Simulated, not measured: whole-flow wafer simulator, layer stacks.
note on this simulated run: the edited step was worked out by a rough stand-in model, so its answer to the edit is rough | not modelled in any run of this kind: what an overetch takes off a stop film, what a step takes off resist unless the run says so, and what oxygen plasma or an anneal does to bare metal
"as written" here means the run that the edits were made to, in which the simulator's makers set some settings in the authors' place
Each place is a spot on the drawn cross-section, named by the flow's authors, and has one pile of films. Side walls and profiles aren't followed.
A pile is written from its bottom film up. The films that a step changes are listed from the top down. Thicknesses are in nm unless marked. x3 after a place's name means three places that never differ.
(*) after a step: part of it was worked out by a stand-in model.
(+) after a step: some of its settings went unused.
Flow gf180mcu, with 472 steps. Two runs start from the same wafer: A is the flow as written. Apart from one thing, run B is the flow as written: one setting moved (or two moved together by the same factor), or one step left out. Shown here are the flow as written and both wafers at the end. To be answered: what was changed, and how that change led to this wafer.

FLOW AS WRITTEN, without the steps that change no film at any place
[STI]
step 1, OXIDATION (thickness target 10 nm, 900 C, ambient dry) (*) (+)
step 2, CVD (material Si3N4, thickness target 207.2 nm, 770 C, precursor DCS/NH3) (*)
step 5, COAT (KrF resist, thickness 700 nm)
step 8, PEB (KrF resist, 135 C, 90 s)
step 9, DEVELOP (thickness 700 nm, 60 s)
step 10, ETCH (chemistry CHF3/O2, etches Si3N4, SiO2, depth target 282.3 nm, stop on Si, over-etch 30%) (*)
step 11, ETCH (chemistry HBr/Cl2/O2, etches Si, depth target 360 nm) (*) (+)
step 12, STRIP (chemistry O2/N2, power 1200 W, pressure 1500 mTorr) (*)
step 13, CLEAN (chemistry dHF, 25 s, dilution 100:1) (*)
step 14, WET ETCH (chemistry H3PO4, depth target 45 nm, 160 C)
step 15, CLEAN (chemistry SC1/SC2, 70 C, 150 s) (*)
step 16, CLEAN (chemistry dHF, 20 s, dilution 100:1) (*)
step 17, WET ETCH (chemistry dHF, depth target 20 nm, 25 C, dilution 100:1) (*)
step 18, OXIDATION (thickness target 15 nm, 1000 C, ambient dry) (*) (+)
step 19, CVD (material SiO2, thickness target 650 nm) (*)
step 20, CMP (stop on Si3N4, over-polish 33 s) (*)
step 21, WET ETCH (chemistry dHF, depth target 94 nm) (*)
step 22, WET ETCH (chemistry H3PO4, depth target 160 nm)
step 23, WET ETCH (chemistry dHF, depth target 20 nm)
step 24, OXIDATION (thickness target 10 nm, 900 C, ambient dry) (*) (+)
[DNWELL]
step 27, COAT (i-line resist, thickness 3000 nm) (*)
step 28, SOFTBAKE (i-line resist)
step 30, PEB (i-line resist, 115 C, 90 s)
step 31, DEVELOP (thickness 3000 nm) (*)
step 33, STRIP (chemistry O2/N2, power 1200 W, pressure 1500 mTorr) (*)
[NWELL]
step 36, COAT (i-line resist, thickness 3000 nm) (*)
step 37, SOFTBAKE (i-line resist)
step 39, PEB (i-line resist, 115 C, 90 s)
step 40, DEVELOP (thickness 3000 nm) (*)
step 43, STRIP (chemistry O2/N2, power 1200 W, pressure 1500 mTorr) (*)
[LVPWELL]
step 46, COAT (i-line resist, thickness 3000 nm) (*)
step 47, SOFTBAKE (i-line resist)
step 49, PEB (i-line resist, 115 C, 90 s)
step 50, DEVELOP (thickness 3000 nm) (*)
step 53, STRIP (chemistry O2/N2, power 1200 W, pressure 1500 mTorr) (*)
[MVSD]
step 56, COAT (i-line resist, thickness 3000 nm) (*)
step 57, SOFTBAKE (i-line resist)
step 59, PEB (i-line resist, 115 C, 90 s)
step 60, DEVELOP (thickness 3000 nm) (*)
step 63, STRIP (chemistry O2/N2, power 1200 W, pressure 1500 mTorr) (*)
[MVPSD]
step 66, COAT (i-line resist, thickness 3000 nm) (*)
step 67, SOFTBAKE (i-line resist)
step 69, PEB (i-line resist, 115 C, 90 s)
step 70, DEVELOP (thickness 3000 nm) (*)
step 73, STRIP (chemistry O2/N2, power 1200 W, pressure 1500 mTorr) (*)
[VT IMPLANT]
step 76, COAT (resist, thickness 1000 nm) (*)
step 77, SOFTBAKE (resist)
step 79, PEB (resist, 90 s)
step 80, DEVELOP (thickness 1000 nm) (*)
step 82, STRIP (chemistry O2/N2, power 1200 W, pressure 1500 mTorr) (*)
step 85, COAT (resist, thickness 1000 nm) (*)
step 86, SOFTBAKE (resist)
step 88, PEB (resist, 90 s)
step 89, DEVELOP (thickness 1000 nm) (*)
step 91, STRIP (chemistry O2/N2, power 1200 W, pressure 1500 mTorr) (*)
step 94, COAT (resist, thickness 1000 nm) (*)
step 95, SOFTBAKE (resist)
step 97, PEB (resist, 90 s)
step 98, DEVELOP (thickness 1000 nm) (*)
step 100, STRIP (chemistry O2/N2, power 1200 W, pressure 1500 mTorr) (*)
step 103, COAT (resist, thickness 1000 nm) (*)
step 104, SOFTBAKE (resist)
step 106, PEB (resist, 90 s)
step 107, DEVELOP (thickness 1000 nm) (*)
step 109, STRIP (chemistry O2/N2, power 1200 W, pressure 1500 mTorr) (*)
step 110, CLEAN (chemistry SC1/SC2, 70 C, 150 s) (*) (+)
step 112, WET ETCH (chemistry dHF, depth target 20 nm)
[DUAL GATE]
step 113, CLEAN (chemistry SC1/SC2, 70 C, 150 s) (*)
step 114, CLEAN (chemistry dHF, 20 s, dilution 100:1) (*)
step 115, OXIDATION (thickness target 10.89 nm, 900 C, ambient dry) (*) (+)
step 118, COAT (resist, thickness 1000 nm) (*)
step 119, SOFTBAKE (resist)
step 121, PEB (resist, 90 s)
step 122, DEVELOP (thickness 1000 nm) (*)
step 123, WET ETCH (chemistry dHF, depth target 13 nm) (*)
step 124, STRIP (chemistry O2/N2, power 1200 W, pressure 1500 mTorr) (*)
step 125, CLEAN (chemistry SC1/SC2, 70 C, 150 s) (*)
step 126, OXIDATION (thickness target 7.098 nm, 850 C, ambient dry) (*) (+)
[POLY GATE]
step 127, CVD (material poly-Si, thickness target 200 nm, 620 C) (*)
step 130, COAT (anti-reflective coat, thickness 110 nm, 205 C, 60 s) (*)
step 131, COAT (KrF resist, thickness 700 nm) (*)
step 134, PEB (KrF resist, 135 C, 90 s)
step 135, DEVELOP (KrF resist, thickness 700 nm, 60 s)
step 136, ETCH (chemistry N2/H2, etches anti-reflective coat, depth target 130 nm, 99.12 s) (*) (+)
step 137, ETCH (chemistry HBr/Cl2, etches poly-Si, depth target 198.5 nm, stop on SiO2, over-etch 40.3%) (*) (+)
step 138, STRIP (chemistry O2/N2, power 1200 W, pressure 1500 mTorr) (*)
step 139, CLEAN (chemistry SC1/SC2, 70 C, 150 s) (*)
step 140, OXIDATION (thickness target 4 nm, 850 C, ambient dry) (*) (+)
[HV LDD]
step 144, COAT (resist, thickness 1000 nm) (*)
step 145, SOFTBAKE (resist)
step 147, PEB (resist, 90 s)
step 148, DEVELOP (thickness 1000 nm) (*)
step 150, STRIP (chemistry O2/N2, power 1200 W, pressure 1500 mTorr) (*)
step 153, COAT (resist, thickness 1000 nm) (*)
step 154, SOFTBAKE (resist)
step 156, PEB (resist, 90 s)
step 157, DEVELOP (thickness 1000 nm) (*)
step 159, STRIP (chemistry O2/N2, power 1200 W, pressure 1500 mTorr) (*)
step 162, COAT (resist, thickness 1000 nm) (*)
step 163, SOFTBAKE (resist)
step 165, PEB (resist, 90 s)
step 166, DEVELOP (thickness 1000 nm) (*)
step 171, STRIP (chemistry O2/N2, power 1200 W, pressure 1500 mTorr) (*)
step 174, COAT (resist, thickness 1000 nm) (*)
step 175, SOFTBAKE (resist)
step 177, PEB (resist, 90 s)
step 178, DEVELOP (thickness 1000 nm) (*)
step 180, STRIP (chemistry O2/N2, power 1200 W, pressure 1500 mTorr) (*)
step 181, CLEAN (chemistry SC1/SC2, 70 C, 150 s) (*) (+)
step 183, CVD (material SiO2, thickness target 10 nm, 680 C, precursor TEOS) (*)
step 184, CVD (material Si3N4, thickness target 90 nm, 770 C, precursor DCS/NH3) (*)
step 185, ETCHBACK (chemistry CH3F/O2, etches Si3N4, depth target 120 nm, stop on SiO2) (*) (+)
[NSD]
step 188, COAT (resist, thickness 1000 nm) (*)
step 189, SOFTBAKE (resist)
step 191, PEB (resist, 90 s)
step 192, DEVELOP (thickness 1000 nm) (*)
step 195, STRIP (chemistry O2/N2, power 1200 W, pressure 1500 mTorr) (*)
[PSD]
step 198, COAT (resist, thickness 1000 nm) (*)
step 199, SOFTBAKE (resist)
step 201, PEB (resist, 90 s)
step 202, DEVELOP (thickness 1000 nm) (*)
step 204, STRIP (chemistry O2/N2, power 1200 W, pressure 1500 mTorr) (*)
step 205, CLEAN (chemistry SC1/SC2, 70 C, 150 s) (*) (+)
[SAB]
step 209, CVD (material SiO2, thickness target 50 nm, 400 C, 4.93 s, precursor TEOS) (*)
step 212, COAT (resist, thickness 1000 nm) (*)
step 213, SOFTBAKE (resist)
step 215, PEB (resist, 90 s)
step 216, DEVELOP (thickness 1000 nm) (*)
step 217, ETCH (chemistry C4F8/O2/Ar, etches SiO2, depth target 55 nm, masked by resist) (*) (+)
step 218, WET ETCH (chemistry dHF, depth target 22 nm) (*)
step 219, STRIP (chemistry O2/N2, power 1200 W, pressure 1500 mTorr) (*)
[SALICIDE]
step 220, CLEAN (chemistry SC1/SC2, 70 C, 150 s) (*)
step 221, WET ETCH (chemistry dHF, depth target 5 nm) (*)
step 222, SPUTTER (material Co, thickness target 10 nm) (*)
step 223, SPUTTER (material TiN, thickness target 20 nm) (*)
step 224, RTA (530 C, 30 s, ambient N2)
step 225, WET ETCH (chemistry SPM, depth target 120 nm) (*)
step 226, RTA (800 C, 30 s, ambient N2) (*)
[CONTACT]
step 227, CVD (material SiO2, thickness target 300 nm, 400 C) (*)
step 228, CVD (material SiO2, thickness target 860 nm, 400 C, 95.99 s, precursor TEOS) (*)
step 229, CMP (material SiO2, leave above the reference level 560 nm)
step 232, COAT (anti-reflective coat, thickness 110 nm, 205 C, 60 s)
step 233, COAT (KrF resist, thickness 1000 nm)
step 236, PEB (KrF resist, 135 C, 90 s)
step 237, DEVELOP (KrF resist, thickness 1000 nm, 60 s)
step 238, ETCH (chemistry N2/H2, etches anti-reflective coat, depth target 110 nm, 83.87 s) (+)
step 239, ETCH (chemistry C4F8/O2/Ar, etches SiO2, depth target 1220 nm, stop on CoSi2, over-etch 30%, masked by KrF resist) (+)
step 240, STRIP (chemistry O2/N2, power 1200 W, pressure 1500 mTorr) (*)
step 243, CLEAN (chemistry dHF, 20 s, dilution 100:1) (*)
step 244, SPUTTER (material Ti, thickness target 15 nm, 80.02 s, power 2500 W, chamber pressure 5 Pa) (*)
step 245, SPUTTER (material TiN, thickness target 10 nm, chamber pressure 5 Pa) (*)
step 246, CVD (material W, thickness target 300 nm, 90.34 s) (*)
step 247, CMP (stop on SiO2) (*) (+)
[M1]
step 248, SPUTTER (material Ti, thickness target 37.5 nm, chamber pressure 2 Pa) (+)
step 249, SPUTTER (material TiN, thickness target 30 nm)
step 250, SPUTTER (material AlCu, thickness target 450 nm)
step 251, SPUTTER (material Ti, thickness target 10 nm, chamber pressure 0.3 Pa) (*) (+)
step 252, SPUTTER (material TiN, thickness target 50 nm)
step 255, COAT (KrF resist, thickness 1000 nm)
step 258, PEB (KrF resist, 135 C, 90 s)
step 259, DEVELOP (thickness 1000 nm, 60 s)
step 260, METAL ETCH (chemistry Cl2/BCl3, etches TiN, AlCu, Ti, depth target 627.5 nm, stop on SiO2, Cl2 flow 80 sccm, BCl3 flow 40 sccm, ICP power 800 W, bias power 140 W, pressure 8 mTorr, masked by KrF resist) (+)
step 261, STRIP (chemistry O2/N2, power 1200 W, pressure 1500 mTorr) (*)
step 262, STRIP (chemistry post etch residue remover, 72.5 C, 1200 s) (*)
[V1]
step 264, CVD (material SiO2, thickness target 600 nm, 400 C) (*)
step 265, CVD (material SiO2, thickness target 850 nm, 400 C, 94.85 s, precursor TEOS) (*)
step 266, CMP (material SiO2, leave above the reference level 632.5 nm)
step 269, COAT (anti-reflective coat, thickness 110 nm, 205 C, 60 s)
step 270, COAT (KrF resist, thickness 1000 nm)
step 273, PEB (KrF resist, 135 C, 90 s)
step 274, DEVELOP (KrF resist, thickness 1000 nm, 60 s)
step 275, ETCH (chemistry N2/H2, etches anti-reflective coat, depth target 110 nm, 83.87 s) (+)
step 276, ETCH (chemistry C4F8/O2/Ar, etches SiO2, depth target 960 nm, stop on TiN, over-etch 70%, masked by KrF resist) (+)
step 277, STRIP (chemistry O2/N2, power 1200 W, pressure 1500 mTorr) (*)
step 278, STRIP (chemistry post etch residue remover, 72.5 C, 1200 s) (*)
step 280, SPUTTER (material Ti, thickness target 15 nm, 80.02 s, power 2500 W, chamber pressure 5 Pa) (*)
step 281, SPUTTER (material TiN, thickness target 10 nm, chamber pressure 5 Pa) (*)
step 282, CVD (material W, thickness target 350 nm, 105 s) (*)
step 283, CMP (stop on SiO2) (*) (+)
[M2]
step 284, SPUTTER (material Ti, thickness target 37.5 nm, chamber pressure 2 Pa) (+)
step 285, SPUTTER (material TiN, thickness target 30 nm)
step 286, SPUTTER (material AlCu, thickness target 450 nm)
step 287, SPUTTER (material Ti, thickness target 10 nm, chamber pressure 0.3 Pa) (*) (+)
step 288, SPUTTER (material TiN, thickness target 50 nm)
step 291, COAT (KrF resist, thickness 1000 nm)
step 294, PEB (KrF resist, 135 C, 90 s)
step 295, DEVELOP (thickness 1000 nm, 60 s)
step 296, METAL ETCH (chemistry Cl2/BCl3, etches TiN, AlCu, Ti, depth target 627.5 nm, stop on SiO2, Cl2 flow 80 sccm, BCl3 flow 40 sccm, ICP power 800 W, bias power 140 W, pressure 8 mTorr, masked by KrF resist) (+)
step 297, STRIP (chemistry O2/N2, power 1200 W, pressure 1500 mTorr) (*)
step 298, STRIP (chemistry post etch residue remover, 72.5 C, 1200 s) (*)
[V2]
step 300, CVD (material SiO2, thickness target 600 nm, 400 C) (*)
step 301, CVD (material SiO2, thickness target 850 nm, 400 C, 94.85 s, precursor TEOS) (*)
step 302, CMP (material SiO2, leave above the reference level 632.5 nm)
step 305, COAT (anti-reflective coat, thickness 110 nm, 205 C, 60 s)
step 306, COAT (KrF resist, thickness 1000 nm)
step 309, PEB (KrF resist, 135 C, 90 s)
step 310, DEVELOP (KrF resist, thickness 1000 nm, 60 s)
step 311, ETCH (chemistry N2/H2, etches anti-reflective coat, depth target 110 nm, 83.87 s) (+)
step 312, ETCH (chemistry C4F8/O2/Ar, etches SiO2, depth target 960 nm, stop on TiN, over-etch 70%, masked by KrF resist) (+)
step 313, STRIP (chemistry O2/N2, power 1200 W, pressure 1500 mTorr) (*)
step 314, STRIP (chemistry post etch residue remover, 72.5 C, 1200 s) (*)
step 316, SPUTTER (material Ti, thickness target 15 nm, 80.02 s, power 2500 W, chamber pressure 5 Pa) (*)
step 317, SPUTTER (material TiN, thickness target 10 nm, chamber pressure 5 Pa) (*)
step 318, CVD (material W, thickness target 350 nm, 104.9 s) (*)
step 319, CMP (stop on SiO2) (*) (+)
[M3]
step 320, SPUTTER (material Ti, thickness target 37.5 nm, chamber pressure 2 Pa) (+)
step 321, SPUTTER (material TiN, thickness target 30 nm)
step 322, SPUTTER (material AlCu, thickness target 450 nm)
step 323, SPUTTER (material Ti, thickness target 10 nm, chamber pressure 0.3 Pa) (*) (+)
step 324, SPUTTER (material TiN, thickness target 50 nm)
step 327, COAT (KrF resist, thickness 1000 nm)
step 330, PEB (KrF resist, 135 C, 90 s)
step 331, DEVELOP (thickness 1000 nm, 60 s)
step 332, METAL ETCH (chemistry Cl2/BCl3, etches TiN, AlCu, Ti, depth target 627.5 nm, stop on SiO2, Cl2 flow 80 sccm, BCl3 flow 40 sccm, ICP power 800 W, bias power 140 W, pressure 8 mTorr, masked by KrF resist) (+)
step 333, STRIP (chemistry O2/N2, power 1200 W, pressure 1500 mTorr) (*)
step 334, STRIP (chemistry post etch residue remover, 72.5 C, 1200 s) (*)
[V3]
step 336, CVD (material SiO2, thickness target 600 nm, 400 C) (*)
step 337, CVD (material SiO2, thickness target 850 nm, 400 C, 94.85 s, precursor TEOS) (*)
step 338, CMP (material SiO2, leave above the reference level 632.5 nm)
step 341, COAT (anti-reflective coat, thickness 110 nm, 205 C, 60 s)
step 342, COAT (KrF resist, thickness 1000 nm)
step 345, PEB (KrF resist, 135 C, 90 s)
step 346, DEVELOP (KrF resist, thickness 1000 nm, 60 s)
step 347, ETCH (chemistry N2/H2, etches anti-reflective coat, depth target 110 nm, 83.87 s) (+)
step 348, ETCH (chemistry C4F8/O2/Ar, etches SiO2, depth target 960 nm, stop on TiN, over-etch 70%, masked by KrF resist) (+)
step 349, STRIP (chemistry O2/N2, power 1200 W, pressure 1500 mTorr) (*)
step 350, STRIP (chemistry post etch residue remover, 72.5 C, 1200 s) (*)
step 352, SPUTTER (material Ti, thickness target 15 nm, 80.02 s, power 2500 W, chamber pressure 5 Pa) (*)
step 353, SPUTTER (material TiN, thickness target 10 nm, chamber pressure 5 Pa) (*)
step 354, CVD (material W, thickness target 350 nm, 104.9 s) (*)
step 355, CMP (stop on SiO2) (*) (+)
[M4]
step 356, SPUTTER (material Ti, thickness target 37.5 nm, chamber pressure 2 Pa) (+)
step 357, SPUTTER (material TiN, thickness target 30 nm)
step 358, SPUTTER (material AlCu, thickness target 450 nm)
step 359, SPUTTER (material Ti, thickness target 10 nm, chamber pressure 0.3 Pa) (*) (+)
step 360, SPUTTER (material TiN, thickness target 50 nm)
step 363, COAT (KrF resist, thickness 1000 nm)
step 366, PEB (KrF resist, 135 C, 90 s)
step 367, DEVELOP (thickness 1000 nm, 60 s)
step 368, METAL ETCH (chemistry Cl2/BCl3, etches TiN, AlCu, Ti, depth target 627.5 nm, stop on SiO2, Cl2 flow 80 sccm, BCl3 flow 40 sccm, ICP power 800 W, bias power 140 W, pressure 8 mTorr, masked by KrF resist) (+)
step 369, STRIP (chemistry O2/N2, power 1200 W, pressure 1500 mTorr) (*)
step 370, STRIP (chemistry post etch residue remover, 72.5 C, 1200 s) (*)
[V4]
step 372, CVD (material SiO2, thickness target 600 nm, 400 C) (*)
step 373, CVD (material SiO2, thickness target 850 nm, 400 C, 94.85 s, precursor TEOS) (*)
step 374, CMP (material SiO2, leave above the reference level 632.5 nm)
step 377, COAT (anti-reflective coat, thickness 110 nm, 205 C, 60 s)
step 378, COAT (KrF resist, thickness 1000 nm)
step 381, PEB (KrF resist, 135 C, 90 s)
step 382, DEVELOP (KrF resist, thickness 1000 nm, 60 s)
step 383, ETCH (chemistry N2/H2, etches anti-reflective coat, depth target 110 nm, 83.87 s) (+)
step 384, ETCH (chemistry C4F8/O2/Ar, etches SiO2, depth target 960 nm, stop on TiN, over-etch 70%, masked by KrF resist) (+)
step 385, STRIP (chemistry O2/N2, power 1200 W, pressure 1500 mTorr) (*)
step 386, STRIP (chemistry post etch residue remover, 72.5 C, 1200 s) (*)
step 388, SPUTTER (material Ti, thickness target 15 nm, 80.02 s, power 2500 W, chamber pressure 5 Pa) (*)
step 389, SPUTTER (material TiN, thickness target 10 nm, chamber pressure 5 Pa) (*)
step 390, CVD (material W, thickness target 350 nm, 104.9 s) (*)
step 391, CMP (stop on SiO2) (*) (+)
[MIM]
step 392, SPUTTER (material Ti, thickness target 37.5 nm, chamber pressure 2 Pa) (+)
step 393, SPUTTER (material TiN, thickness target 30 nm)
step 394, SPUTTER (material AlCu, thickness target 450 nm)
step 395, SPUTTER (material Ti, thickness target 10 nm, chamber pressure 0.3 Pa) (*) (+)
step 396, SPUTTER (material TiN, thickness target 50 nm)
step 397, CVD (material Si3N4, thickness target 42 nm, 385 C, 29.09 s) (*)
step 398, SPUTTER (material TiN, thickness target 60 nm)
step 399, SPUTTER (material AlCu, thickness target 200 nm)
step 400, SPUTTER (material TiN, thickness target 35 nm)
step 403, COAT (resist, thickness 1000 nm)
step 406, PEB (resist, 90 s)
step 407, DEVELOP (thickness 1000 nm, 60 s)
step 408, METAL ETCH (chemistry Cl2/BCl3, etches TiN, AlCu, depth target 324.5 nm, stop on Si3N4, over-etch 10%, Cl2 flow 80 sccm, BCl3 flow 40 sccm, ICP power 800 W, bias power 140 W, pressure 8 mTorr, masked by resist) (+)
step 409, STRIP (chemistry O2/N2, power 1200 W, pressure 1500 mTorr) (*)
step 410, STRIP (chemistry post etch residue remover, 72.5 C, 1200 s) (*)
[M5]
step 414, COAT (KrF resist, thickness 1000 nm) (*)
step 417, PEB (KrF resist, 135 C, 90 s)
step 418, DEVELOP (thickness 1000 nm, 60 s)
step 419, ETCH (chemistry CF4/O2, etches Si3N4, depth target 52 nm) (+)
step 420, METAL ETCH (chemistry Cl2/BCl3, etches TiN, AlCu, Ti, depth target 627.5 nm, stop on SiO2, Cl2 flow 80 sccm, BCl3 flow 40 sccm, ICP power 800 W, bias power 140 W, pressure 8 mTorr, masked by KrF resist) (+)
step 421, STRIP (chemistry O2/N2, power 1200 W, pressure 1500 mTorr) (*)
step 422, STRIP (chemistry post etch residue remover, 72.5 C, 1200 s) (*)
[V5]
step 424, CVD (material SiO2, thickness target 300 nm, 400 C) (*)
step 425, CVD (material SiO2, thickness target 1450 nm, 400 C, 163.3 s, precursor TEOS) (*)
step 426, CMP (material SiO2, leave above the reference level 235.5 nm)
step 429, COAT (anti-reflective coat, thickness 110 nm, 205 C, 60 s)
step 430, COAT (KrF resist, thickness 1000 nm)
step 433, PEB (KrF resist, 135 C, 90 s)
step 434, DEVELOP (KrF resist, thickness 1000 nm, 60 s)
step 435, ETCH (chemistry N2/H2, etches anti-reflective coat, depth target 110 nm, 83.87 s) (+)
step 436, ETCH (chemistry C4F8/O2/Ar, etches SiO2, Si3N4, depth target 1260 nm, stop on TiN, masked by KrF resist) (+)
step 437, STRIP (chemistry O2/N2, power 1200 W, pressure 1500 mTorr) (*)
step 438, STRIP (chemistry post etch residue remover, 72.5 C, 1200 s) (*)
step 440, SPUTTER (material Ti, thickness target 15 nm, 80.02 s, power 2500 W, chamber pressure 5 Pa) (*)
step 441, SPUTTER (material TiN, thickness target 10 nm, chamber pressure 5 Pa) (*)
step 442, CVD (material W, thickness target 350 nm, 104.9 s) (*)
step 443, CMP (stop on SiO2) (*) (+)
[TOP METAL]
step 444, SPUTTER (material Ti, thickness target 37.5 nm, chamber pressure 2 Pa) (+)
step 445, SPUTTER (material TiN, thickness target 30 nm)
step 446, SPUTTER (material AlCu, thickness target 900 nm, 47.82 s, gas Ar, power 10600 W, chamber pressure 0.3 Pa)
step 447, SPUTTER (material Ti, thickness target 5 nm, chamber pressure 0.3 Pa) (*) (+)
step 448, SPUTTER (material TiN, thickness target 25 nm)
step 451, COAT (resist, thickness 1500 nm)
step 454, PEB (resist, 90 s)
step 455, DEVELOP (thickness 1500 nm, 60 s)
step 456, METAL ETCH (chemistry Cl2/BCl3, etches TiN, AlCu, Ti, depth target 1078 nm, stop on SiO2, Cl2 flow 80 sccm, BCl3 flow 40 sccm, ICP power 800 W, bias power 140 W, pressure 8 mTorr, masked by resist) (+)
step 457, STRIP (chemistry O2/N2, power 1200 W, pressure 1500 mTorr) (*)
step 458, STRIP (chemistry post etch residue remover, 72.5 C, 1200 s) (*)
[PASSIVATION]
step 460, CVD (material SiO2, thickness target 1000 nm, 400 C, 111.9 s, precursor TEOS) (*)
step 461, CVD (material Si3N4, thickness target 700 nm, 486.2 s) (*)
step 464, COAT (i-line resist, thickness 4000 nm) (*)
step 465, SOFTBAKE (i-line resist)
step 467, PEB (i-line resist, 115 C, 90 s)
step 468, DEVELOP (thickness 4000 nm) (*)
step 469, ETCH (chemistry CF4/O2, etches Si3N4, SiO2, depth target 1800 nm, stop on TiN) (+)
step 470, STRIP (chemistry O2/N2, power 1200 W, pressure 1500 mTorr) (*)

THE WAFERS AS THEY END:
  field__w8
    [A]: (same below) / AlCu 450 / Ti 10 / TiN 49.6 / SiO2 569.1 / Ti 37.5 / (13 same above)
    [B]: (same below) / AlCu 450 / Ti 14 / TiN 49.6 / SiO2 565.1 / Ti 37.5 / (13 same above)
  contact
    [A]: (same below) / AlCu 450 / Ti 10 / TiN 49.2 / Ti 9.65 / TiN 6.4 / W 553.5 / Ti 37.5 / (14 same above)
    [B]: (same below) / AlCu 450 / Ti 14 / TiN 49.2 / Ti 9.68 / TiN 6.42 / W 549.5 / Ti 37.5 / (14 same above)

What caused this: step 359, SPUTTER: thickness target 14 nm was run, though the flow has thickness target 10 nm.
One can read it off the wafer: field__w8 has Ti 14, and step 359 as written asks for 10 nm.

How this came from the change, step by step:
  step 359, SPUTTER (material Ti, thickness target 10 nm, chamber pressure 0.3 Pa) (*) (+)
      field, field__w1, field__w2 and 108 more: A Ti gains 10 (new film) | B Ti gains 14 (new film)
  step 368, METAL ETCH (chemistry Cl2/BCl3, etches TiN, AlCu, Ti, depth target 627.5 nm, stop on SiO2, Cl2 flow 80 sccm, BCl3 flow 40 sccm, ICP power 800 W, bias power 140 W, pressure 8 mTorr, masked by KrF resist) (+)
      field, field__w1, field__w2 and 103 more: A TiN loses 50 (all of it), Ti loses 10 (all of it), AlCu loses 450 (all of it), TiN loses 30 (all of it), Ti loses 37.5 (all of it) | B TiN loses 50 (all of it), Ti loses 14 (all of it), AlCu loses 450 (all of it), TiN loses 30 (all of it), Ti loses 37.5 (all of it)
